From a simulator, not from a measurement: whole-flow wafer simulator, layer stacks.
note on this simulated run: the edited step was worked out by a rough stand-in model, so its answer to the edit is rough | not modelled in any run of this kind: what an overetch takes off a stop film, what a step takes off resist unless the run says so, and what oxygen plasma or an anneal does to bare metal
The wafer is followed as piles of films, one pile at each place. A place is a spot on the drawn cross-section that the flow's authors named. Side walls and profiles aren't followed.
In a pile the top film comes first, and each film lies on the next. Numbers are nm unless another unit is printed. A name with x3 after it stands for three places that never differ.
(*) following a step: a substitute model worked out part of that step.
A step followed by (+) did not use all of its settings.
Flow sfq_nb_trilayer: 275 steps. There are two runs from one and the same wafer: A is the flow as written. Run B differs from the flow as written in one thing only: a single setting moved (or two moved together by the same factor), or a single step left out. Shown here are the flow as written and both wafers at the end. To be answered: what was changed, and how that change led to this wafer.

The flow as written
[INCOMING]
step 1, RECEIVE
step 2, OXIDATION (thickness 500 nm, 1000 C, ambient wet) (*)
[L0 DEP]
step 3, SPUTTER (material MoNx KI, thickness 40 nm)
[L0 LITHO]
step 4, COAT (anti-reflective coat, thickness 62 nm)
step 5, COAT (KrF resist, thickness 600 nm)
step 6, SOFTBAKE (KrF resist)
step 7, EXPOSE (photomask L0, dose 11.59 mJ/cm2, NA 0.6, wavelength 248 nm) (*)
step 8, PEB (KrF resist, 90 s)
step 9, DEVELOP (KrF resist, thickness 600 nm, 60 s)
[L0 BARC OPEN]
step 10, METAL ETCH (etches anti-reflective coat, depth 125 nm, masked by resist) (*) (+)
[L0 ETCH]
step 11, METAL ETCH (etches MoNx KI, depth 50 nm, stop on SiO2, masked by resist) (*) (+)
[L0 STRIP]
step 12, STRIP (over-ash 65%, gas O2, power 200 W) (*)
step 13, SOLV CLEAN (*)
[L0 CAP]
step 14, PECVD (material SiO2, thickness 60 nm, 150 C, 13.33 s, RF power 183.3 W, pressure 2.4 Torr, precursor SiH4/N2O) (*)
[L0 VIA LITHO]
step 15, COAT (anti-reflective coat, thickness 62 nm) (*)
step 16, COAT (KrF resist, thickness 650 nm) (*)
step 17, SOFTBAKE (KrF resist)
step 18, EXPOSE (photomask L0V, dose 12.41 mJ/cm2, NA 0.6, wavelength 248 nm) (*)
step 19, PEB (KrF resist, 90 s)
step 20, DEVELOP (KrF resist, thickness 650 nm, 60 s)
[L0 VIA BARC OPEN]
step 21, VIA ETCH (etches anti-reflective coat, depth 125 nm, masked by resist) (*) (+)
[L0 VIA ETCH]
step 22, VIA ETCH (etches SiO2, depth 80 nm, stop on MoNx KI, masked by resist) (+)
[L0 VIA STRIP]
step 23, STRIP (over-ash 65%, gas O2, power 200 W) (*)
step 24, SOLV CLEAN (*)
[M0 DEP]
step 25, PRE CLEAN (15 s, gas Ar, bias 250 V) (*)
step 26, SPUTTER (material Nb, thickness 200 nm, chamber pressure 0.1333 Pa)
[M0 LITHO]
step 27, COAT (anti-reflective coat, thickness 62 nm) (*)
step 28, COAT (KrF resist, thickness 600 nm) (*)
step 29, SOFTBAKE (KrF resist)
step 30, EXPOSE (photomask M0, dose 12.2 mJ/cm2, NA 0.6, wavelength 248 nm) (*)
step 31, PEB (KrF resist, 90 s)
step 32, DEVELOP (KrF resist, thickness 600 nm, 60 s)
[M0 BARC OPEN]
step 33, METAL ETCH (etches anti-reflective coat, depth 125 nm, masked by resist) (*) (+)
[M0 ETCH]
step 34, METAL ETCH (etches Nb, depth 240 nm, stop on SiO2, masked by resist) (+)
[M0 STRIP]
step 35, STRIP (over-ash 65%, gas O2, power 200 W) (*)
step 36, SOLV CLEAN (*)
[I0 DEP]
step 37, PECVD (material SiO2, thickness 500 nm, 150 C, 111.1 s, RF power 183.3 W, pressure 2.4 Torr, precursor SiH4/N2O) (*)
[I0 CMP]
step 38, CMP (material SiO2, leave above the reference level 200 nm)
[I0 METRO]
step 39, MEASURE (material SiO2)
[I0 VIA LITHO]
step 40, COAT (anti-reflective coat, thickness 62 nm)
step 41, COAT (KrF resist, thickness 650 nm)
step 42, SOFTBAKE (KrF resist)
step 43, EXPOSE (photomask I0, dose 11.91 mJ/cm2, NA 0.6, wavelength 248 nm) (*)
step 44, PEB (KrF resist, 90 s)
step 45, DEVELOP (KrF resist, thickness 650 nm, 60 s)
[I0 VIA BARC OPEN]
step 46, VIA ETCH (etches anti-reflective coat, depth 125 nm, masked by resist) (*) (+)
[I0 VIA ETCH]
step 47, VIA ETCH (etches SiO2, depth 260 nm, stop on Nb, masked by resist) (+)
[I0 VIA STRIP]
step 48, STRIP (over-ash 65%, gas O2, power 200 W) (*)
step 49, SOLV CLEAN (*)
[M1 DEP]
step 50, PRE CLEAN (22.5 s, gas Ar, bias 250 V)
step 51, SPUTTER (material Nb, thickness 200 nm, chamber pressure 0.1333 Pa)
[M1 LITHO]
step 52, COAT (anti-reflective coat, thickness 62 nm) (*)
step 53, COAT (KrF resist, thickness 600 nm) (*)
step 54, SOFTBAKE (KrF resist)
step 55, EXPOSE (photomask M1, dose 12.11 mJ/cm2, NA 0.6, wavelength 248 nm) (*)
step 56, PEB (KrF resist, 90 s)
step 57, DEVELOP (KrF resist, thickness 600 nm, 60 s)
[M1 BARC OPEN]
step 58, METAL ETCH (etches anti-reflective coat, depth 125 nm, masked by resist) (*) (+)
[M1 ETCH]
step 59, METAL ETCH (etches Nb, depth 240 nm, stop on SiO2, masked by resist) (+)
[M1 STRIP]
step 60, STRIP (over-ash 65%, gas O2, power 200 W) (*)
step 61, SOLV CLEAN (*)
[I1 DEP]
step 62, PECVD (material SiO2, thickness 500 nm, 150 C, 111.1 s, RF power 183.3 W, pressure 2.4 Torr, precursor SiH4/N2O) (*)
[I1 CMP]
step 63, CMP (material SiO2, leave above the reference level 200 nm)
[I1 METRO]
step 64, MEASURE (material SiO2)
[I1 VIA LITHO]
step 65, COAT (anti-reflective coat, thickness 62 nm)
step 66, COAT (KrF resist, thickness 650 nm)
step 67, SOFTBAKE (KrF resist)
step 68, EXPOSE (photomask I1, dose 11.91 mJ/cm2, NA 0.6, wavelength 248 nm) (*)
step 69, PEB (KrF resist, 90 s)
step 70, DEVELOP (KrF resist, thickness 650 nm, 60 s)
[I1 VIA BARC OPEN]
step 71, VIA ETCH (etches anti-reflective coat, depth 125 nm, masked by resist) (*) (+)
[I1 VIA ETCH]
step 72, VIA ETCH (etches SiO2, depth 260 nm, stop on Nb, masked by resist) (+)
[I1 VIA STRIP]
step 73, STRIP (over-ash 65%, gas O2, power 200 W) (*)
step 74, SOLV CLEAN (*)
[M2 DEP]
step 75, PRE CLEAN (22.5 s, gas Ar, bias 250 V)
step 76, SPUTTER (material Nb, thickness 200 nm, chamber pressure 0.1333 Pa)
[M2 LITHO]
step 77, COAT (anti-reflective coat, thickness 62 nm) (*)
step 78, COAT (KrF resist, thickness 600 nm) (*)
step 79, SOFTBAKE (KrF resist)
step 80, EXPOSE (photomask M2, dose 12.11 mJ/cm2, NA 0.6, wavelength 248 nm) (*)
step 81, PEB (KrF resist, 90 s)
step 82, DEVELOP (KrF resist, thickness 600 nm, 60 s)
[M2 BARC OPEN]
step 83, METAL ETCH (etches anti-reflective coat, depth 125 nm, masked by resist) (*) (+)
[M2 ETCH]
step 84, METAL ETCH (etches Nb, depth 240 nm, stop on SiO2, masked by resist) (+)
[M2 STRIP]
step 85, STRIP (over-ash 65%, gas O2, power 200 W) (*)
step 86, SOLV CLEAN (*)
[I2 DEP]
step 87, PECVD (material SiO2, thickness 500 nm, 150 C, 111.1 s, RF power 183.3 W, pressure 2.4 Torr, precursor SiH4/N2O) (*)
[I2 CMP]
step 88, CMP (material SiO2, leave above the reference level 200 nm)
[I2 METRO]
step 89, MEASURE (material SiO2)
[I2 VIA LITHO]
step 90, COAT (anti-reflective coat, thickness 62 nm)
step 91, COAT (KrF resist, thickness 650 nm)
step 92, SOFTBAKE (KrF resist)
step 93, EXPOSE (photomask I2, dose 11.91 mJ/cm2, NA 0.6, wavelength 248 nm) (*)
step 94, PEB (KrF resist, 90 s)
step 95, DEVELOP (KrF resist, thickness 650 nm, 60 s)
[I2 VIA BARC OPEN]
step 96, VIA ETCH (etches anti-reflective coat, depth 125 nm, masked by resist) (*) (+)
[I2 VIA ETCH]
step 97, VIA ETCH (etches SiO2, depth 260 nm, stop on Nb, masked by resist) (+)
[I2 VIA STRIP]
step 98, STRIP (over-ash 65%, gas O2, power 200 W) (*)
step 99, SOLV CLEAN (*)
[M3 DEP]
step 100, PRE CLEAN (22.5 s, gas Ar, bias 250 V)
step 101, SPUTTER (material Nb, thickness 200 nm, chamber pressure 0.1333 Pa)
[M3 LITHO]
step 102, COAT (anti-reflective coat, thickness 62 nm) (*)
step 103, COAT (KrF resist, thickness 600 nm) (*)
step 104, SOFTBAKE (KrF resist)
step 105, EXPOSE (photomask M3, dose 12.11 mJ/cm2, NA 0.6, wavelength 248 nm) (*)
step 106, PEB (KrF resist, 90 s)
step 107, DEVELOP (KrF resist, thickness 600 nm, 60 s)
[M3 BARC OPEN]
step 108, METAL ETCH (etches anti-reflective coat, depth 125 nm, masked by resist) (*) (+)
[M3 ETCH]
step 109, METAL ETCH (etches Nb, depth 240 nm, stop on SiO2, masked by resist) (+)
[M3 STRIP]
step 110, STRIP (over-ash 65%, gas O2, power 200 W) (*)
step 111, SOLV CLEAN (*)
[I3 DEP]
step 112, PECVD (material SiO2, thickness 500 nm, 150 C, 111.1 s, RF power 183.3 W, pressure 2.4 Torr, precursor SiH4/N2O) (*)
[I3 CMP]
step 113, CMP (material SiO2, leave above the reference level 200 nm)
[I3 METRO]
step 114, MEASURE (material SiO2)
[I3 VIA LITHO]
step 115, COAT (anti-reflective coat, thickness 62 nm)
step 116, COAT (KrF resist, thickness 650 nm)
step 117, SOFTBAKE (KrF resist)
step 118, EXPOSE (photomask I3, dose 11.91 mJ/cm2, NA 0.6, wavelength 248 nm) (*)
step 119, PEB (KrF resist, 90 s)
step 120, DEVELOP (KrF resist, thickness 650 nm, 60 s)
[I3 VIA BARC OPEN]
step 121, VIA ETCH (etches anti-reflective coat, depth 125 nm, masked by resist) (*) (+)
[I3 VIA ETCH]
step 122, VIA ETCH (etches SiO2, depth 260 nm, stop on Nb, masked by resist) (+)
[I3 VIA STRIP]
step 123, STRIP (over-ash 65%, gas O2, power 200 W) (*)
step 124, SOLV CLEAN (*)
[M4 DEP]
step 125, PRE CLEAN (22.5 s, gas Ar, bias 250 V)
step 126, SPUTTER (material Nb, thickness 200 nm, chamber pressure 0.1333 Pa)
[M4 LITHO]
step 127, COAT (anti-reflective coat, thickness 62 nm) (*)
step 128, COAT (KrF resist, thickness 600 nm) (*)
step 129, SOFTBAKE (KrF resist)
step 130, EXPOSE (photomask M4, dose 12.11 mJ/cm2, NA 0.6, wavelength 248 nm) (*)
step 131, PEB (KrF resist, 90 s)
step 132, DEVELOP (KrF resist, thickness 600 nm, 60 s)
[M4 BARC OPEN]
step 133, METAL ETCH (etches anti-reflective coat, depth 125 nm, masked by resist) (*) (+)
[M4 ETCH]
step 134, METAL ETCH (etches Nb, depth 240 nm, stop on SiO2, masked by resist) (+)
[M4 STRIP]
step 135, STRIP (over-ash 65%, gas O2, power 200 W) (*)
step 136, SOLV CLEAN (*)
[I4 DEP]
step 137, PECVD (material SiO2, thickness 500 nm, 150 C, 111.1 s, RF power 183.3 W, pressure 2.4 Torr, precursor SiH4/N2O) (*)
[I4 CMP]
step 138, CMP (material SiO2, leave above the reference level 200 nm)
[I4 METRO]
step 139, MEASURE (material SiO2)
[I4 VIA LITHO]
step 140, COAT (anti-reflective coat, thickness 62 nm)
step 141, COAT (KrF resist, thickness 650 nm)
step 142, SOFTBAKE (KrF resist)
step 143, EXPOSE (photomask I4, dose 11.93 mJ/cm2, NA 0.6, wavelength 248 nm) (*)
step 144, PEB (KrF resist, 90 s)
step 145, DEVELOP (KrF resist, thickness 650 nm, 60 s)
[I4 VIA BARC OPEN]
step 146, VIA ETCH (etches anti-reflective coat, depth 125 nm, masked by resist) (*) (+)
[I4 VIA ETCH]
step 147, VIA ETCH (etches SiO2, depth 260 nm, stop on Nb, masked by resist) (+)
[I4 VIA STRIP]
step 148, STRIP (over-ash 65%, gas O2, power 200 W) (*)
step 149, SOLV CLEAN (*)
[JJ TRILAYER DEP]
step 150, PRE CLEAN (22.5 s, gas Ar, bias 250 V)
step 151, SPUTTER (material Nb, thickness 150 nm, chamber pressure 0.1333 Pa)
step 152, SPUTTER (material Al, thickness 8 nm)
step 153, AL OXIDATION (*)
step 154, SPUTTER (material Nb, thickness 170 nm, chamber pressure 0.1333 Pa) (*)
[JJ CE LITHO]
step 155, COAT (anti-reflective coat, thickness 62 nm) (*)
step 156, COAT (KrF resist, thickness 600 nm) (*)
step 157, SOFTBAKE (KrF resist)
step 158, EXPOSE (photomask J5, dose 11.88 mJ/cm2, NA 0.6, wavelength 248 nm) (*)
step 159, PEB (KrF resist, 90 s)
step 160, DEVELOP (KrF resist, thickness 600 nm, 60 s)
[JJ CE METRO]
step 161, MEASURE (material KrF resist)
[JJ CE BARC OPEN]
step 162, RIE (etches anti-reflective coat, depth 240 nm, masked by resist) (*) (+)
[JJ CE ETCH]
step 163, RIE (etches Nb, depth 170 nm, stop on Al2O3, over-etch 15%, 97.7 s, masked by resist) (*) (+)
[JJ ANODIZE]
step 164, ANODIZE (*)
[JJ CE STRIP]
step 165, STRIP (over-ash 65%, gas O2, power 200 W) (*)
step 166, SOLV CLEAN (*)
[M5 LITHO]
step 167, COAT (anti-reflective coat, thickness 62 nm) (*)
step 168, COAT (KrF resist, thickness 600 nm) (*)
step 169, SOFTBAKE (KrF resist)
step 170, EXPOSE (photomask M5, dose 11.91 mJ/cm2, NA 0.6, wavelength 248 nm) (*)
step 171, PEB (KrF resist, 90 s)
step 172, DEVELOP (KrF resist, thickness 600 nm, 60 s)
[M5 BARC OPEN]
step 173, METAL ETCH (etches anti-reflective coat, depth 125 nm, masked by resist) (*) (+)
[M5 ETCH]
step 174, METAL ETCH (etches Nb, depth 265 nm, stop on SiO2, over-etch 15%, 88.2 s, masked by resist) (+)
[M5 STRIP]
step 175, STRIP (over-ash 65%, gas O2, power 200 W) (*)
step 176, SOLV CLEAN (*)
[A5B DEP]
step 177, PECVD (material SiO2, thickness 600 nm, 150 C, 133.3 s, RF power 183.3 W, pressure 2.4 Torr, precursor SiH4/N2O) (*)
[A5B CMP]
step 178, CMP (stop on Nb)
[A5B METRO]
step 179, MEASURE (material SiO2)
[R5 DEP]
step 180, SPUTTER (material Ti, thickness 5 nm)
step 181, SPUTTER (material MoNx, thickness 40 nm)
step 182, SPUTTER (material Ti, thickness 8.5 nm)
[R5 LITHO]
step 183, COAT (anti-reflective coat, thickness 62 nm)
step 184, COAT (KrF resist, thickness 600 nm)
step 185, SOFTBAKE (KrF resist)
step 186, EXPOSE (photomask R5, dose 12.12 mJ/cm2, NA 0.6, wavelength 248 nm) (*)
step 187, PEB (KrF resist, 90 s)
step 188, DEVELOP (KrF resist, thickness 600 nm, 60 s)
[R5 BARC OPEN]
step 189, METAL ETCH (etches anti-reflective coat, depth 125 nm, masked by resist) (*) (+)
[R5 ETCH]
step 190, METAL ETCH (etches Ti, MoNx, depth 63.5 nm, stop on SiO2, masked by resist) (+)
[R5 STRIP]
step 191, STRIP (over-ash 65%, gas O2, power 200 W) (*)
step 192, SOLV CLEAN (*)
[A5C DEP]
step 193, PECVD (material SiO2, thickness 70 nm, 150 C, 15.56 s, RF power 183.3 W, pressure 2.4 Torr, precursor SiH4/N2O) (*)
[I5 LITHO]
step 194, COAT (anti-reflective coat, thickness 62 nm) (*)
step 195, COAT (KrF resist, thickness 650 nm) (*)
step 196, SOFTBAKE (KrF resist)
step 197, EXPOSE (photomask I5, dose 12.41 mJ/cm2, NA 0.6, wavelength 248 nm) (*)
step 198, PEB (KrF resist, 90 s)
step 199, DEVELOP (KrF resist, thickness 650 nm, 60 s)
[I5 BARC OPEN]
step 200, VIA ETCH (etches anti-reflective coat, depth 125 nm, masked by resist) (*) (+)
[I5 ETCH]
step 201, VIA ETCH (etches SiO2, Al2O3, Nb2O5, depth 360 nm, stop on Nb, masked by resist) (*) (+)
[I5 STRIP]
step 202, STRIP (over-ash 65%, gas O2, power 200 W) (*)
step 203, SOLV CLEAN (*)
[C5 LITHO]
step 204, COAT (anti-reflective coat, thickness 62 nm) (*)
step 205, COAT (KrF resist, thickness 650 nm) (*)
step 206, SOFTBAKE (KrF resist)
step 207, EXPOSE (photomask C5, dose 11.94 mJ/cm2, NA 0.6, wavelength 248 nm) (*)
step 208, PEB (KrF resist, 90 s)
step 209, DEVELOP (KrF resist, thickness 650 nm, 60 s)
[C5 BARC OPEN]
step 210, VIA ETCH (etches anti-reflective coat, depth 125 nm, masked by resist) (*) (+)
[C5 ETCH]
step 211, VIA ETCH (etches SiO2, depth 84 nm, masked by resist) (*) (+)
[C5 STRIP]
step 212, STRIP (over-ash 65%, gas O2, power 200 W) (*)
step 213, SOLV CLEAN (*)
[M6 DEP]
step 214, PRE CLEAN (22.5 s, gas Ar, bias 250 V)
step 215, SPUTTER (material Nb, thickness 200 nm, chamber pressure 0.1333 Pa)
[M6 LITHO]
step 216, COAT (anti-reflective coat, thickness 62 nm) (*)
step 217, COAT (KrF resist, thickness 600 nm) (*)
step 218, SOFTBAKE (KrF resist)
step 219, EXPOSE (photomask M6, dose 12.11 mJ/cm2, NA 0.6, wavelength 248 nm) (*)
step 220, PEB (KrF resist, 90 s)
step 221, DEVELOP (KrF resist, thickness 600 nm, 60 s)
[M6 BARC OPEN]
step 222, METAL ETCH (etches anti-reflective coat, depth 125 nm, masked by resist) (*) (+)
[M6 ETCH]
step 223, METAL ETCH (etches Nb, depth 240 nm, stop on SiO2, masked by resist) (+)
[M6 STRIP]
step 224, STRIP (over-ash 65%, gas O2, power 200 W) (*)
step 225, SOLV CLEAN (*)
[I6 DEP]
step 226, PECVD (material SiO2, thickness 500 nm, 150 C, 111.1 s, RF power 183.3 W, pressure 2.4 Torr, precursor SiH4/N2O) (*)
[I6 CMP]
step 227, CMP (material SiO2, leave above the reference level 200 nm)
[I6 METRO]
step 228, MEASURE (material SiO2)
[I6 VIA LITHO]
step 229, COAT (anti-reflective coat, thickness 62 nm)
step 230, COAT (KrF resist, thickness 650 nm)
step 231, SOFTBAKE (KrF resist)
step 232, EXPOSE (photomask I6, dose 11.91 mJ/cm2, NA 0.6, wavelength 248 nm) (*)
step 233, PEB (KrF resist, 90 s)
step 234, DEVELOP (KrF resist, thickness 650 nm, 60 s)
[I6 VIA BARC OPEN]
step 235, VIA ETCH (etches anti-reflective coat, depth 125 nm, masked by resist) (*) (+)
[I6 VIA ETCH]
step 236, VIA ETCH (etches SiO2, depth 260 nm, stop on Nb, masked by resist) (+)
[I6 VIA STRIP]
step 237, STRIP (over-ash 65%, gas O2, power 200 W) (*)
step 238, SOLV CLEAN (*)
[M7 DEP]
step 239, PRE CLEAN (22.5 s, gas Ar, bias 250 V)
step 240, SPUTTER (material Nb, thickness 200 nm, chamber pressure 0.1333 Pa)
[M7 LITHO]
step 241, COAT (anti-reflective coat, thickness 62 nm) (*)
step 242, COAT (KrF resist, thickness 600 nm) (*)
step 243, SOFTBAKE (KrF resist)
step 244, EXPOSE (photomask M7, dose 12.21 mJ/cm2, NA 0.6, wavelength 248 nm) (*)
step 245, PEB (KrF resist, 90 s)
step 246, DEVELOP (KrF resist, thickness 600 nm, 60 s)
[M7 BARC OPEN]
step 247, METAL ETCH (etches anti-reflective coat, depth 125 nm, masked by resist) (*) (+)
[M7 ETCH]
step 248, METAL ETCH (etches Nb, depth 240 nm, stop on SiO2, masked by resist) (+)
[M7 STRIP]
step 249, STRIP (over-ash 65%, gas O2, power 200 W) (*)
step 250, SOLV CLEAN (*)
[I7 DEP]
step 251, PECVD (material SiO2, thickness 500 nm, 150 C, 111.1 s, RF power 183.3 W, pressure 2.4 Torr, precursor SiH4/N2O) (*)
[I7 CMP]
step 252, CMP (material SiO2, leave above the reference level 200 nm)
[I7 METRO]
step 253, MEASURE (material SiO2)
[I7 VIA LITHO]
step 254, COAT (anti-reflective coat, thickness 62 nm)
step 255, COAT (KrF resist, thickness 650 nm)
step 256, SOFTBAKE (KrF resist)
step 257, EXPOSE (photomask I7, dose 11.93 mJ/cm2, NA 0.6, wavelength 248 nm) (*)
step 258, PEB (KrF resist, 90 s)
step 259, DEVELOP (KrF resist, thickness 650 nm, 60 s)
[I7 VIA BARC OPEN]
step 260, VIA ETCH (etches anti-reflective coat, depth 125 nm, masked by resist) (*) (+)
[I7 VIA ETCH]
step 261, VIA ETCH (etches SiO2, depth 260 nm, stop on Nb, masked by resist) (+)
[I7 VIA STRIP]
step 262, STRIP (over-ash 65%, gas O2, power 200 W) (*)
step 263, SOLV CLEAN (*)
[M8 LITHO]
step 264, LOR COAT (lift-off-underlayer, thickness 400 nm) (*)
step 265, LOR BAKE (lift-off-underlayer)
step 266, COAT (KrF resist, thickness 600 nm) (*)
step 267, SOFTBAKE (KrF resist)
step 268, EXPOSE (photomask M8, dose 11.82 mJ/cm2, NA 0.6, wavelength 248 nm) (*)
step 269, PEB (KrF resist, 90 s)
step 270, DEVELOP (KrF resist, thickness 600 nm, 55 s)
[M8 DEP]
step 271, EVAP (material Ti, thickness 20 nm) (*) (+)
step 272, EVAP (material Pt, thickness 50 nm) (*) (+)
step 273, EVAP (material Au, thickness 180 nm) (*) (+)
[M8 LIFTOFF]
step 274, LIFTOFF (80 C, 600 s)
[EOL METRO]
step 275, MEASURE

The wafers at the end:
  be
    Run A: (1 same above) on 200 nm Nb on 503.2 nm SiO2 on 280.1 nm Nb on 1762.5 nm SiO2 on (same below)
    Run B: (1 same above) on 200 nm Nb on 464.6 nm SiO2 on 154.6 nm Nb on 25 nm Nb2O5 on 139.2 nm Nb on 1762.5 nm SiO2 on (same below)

The reason: step 201, VIA ETCH: depth 230 nm was run, though the flow has depth 360 nm.

Step by step, how the change led to this:
  step 201, VIA ETCH (etches SiO2, Al2O3, Nb2O5, depth 360 nm, stop on Nb, masked by resist) (*) (+)
      be: A -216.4 SiO2 (all of it), -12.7 Al2O3 (all of it), -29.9 Nb2O5 (all of it) | B -216.4 SiO2 (all of it), -12.7 Al2O3 (all of it), -0.95 Nb2O5
      field_l, v_sur, via_wl and 102 more: A -240 KrF resist | B -153.3 KrF resist
  step 202, STRIP (over-ash 65%, gas O2, power 200 W) (*)
      p4_fl, p4_fm, p4_w1 and 44 more: A -333.1 KrF resist (all of it), -62 anti-reflective coat (all of it) | B -419.8 KrF resist (all of it), -62 anti-reflective coat (all of it)
      wl_b_m5, wl_b_sr, wl_c_sl and 11 more: A -333 KrF resist (all of it), -62 anti-reflective coat (all of it) | B -419.7 KrF resist (all of it), -62 anti-reflective coat (all of it)
      (also at 44 further places)
  step 204, COAT (anti-reflective coat, thickness 62 nm) (*)
      be: A +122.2 anti-reflective coat (new film) | B +117.9 anti-reflective coat (new film)
      be_sur: A +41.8 anti-reflective coat (new film) | B +42.9 anti-reflective coat (new film)
  step 205, COAT (KrF resist, thickness 650 nm) (*)
      be: A +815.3 KrF resist (new film) | B +794.6 KrF resist (new film)
  step 212, STRIP (over-ash 65%, gas O2, power 200 W) (*)
      be: A -728.2 KrF resist (all of it), -122.2 anti-reflective coat (all of it) | B -707.5 KrF resist (all of it), -117.9 anti-reflective coat (all of it)
      be_sur: A -559.6 KrF resist (all of it), -41.8 anti-reflective coat (all of it) | B -561.3 KrF resist (all of it), -42.9 anti-reflective coat (all of it)
  step 214, PRE CLEAN (22.5 s, gas Ar, bias 250 V)
      be: A -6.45 Nb | B -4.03 Nb2O5
  step 215, SPUTTER (material Nb, thickness 200 nm, chamber pressure 0.1333 Pa)
      be: A +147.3 Nb | B +154.6 Nb (new film)
  step 216, COAT (anti-reflective coat, thickness 62 nm) (*)
      be: A +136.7 anti-reflective coat (new film) | B +130.7 anti-reflective coat (new film)
      be_sur: A +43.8 anti-reflective coat (new film) | B +44.8 anti-reflective coat (new film)
  step 217, COAT (KrF resist, thickness 600 nm) (*)
      be: A +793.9 KrF resist (new film) | B +766.7 KrF resist (new film)
  step 224, STRIP (over-ash 65%, gas O2, power 200 W) (*)
      be: A -575.8 KrF resist (all of it), -136.7 anti-reflective coat (all of it) | B -548.7 KrF resist (all of it), -130.7 anti-reflective coat (all of it)
      be_sur: A -371.2 KrF resist (all of it), -43.8 anti-reflective coat (all of it) | B -373.9 KrF resist (all of it), -44.8 anti-reflective coat (all of it)
  step 226, PECVD (material SiO2, thickness 500 nm, 150 C, 111.1 s, RF power 183.3 W, pressure 2.4 Torr, precursor SiH4/N2O) (*)
      be: A +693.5 SiO2 (new film) | B +654.9 SiO2 (new film)
Taking metal films that touch as one body, be has 4 bodies (between them, from the top down: SiO2 464.6; Nb2O5 25; SiO2 1762.5); the flow as written gives 3 bodies (between them, from the top down: SiO2 503.2; SiO2 1762.5).
